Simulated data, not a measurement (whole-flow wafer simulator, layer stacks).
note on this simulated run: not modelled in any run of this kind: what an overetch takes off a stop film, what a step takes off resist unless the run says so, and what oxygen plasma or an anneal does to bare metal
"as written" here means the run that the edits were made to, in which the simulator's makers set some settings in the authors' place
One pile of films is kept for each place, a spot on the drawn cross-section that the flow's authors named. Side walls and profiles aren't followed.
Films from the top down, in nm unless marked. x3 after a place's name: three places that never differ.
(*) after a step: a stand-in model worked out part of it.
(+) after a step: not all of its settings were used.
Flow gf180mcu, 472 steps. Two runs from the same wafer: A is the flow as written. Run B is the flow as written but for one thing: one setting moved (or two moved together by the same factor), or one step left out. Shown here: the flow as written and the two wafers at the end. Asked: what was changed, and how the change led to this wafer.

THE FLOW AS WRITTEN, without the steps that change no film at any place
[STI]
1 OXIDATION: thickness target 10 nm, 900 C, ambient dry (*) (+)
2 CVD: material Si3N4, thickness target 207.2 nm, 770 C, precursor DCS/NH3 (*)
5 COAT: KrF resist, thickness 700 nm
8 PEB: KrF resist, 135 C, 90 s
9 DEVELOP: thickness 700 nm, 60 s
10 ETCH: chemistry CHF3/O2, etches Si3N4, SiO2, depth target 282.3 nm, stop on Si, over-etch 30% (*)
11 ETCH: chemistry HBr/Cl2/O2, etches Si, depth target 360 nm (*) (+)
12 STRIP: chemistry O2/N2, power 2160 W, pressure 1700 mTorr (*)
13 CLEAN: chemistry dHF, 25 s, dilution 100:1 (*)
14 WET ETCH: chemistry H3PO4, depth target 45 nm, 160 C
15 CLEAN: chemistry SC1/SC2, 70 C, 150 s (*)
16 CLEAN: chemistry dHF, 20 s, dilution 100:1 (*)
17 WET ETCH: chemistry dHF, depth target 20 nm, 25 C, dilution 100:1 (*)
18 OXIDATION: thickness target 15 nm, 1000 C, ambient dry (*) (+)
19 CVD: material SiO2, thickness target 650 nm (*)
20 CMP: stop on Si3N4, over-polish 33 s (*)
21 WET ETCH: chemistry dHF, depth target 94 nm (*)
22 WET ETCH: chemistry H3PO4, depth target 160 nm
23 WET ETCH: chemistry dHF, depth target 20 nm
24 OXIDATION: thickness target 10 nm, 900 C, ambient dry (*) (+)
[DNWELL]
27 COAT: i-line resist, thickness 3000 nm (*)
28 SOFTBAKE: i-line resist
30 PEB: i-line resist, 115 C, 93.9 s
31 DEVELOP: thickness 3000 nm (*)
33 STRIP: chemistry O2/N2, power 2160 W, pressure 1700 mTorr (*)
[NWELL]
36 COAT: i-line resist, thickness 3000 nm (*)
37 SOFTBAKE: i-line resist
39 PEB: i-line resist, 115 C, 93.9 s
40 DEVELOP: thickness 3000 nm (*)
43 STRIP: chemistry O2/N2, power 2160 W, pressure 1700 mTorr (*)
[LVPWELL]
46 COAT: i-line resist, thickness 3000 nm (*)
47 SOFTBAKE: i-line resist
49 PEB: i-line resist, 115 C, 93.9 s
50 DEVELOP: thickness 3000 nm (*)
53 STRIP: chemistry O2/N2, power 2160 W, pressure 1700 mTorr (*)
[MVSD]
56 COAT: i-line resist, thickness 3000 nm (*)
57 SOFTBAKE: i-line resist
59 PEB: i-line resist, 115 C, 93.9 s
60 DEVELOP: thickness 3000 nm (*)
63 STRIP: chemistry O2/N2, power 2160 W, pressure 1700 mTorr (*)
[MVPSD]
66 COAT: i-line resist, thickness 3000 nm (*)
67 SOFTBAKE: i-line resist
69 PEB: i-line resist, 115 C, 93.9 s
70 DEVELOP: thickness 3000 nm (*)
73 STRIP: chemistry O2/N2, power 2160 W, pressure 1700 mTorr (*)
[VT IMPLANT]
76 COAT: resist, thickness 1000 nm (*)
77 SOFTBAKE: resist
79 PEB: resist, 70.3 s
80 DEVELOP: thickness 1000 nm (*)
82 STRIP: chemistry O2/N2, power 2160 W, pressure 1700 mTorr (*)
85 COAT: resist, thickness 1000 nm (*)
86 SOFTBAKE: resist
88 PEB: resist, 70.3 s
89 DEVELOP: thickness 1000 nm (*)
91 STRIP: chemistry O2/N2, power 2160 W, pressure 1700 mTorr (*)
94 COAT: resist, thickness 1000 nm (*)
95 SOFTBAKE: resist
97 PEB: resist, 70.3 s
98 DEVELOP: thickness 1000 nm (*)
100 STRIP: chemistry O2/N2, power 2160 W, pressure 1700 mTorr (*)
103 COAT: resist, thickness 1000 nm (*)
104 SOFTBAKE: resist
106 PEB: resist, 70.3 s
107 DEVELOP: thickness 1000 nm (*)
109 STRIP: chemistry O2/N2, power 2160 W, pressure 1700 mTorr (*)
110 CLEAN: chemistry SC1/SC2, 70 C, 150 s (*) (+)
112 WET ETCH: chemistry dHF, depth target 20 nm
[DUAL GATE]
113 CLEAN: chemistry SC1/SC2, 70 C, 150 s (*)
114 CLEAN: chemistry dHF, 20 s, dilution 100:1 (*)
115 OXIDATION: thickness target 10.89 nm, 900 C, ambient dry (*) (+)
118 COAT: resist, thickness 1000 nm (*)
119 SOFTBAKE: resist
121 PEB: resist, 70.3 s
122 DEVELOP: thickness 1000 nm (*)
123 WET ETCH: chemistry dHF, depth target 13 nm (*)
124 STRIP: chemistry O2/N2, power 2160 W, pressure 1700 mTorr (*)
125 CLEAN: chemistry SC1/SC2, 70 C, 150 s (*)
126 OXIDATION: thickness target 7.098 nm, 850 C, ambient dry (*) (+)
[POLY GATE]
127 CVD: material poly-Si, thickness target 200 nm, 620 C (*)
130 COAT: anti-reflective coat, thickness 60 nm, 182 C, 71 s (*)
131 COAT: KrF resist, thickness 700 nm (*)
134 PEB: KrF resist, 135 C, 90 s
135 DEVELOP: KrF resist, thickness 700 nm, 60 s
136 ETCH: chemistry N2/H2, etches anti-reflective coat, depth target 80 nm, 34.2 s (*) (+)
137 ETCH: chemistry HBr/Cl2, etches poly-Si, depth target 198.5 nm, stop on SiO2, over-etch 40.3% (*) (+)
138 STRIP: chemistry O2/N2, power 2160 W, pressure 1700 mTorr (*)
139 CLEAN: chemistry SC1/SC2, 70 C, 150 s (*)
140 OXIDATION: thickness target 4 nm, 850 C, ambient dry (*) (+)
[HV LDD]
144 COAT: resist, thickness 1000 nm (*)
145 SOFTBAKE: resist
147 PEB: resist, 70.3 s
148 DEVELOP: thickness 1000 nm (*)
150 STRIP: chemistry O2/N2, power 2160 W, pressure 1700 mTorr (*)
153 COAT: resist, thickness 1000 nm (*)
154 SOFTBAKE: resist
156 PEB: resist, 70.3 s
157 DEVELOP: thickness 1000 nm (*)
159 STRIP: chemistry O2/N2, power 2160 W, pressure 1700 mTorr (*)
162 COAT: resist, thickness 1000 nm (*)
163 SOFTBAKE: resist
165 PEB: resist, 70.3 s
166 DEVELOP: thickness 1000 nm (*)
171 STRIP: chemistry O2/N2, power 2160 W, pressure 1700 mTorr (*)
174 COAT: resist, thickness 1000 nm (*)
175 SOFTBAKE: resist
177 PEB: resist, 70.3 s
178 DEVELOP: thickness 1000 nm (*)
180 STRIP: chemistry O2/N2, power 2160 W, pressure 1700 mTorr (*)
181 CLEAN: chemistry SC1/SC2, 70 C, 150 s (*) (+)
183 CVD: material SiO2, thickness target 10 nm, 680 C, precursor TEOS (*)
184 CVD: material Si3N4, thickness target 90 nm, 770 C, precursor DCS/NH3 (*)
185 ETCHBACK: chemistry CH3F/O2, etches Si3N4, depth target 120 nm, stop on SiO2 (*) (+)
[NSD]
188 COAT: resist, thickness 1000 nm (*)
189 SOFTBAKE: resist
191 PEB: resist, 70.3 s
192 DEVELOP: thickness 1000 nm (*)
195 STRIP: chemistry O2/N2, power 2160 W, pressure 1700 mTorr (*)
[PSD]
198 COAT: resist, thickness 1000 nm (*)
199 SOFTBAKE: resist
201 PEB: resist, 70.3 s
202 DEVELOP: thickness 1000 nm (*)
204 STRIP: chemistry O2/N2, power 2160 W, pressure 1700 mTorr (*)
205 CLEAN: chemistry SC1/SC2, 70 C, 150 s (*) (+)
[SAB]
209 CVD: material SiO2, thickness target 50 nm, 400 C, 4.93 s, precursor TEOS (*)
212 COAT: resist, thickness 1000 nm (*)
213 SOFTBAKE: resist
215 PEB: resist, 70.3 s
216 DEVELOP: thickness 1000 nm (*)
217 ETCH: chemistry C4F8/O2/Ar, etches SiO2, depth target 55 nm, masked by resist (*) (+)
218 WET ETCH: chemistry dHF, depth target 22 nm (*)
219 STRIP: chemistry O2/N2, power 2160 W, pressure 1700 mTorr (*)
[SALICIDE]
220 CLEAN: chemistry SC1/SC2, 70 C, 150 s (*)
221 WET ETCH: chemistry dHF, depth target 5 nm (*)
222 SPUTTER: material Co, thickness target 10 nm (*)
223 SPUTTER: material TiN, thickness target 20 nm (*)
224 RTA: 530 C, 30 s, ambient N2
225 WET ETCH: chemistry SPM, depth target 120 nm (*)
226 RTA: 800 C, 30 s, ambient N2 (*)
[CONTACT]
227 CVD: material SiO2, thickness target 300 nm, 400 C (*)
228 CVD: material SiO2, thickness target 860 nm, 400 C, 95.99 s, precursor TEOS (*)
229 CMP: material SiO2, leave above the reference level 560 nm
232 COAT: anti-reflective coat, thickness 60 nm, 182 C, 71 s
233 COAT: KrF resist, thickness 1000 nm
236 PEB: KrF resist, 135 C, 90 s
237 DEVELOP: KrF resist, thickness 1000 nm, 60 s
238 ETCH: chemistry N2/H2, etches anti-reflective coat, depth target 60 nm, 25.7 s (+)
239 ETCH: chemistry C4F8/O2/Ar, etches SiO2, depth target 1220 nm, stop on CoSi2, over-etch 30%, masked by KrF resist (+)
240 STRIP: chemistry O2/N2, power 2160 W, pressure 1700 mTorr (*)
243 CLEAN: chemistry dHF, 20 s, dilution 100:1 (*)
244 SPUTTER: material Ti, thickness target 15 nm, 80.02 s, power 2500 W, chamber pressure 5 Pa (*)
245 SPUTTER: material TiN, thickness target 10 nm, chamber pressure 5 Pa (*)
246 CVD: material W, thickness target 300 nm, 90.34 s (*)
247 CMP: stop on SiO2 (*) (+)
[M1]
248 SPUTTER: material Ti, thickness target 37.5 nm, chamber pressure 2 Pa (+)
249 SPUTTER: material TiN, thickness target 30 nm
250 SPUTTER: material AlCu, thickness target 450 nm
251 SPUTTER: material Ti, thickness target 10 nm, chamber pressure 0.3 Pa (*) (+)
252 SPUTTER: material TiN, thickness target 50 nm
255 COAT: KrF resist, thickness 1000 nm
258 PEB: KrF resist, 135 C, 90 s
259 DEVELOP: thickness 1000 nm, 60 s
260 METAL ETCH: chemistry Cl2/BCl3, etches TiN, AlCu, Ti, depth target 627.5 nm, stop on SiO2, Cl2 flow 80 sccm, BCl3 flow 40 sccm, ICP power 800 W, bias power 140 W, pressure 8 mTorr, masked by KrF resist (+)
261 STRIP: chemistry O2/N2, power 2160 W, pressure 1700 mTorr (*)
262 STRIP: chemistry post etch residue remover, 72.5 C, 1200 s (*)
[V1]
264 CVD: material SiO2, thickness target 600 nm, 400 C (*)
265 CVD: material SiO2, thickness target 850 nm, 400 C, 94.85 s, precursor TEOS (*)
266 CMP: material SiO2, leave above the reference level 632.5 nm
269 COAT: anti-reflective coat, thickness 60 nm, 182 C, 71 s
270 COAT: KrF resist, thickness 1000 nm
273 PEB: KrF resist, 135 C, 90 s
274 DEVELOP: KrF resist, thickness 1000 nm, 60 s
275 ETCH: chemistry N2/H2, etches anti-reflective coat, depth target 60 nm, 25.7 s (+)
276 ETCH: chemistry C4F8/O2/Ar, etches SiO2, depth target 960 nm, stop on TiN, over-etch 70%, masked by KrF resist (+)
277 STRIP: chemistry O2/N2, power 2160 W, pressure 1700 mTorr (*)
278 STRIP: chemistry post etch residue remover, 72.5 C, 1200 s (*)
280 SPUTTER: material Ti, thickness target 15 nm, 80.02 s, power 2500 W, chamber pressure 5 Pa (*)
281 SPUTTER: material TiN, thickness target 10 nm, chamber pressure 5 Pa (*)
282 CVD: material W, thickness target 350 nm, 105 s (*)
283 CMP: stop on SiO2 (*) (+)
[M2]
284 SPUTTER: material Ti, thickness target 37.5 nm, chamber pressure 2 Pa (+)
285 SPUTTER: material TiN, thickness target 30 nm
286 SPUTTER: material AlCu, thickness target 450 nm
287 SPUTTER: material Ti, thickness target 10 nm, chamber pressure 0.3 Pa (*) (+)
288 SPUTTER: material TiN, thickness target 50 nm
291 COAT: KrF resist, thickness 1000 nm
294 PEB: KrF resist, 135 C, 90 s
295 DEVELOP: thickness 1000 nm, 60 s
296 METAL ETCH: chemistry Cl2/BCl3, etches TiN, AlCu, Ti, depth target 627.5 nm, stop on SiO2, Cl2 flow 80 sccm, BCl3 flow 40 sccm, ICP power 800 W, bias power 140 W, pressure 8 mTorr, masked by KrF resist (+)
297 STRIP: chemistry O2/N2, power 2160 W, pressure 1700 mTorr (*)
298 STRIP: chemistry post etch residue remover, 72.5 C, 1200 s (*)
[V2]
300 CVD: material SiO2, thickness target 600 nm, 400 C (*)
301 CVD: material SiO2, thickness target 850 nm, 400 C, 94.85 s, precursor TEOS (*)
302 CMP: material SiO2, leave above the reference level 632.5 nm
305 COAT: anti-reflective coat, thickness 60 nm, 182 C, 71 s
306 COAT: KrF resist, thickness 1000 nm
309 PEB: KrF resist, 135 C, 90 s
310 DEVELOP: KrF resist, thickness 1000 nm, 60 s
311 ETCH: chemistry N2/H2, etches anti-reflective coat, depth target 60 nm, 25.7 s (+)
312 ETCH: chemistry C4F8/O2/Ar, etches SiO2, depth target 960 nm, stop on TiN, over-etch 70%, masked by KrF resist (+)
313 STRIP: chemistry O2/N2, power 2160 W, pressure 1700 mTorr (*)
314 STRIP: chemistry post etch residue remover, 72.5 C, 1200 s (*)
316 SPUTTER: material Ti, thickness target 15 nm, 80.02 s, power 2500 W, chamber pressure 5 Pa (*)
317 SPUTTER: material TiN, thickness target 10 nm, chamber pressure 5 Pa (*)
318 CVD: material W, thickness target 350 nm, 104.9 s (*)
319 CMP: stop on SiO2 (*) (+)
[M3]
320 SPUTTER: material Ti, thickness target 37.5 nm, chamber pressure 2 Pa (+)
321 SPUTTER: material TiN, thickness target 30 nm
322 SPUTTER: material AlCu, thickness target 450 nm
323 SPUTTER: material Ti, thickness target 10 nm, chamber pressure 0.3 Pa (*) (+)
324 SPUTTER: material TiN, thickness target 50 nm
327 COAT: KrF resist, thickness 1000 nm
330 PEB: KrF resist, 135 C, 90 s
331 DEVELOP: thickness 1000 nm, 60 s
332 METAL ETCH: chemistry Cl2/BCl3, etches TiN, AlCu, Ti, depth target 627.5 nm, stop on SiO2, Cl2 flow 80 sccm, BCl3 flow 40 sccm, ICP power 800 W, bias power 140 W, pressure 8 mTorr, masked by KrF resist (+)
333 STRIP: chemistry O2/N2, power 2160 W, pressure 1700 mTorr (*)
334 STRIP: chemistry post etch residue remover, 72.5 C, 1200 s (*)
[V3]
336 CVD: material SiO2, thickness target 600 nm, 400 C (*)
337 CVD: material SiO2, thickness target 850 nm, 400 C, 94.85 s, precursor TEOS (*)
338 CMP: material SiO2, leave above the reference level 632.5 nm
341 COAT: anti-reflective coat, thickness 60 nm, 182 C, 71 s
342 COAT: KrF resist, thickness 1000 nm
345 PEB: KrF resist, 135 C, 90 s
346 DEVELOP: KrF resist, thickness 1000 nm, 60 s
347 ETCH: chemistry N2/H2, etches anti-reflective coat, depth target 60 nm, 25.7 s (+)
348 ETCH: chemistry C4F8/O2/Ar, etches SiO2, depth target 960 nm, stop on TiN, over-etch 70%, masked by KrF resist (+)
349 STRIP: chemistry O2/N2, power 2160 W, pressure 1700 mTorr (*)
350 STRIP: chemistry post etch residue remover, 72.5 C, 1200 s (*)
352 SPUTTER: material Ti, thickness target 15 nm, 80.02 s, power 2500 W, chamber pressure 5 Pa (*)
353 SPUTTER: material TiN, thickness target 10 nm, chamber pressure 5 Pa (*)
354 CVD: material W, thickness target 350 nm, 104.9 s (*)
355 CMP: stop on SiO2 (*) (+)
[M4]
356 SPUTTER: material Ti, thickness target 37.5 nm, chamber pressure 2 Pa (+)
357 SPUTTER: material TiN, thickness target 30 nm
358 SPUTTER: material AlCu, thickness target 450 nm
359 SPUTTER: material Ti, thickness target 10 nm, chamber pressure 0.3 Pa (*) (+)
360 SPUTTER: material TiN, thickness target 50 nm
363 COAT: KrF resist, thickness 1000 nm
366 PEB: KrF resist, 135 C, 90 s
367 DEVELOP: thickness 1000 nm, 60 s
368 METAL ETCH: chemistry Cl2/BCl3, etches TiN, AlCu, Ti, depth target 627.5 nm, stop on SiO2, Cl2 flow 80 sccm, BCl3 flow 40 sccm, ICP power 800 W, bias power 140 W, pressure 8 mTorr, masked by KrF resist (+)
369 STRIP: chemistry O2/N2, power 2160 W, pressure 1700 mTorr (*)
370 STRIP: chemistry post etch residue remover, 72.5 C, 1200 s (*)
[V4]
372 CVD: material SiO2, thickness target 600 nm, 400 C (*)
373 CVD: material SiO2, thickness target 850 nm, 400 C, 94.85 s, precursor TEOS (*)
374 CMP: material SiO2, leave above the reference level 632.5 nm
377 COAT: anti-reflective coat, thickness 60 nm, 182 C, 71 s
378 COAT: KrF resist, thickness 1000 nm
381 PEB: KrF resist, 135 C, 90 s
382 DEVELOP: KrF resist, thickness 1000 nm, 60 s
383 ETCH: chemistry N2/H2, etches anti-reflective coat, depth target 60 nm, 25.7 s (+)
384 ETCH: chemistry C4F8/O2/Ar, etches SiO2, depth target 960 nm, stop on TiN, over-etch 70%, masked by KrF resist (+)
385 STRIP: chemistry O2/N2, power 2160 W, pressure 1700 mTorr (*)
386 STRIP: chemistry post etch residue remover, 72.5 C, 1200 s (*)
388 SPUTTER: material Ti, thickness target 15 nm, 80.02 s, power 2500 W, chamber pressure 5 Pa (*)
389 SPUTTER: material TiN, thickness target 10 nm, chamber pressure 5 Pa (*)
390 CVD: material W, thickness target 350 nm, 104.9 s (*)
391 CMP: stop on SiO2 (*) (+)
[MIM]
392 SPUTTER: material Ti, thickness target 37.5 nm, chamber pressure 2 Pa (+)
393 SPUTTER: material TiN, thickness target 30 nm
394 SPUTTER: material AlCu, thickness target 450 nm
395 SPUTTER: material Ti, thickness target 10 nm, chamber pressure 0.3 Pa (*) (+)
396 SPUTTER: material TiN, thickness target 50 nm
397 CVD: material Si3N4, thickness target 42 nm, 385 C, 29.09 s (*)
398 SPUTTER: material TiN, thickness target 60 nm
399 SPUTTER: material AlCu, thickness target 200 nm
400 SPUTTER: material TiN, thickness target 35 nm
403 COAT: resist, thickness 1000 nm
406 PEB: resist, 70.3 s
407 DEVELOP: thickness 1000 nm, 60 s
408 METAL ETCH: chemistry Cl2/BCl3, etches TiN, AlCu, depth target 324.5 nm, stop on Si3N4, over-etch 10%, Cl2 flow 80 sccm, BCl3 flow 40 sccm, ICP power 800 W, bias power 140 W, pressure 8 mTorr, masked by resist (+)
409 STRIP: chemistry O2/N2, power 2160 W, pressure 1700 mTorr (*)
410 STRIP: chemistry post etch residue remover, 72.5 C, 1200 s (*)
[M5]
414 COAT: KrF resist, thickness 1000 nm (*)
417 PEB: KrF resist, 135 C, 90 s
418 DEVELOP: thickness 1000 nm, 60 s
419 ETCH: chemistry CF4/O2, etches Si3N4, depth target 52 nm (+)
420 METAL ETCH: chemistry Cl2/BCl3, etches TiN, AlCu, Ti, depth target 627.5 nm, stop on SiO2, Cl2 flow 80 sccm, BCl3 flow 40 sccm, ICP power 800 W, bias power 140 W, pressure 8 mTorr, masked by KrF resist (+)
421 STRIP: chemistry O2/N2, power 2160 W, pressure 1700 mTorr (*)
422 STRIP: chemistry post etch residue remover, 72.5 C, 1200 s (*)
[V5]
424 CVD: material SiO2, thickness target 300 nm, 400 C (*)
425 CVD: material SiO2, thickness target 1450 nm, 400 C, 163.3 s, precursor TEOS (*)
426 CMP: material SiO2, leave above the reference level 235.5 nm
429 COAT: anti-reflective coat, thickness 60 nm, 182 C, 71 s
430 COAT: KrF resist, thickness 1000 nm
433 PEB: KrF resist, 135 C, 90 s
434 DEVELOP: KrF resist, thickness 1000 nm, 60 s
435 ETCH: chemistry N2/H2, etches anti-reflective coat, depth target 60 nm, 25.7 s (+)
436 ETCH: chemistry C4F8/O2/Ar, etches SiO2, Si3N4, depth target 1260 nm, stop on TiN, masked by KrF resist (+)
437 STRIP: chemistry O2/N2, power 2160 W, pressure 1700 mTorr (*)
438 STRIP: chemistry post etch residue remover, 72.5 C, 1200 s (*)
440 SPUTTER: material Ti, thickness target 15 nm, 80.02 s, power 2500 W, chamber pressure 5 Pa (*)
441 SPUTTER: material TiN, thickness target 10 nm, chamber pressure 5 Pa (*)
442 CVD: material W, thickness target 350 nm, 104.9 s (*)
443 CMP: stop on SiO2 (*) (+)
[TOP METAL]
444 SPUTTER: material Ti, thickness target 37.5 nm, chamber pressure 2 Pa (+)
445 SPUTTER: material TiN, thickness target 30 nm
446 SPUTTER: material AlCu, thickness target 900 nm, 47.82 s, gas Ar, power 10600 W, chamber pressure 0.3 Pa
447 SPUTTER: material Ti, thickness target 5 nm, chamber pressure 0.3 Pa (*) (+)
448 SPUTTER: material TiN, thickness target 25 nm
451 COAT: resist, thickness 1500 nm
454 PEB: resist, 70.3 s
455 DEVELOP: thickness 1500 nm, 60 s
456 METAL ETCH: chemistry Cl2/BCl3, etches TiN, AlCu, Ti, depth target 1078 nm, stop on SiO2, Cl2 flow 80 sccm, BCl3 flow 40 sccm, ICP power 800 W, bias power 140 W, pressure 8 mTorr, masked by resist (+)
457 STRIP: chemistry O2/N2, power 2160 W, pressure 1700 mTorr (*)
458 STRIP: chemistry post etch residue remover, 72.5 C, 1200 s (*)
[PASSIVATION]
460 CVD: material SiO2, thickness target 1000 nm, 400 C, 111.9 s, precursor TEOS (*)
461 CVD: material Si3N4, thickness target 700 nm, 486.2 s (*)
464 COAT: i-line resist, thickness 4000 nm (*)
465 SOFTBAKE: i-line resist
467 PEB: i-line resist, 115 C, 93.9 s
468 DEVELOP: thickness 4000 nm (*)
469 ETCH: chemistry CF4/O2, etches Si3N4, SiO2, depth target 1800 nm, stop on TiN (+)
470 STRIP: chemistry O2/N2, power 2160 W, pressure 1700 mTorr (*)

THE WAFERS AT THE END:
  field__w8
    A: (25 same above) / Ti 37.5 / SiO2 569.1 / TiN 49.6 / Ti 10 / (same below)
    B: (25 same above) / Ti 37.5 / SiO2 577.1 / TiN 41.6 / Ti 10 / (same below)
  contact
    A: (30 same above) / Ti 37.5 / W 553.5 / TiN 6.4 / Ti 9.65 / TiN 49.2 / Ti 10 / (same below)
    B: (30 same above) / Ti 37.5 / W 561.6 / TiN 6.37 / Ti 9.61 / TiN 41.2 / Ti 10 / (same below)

The cause: step 288, SPUTTER: thickness target 42 nm was run, where the flow has thickness target 50 nm.

How the change led to this, step by step:
  288 SPUTTER: material TiN, thickness target 50 nm
      field, field__w1, field__w2 and 108 more: A TiN +50 (new film) | B TiN +42 (new film)
  296 METAL ETCH: chemistry Cl2/BCl3, etches TiN, AlCu, Ti, depth target 627.5 nm, stop on SiO2, Cl2 flow 80 sccm, BCl3 flow 40 sccm, ICP power 800 W, bias power 140 W, pressure 8 mTorr, masked by KrF resist (+)
      field, field__w1, field__w2 and 103 more: A TiN -50 (all of it), Ti -10 (all of it), AlCu -450 (all of it), TiN -30 (all of it), Ti -37.5 (all of it) | B TiN -42 (all of it), Ti -10 (all of it), AlCu -450 (all of it), TiN -30 (all of it), Ti -37.5 (all of it)
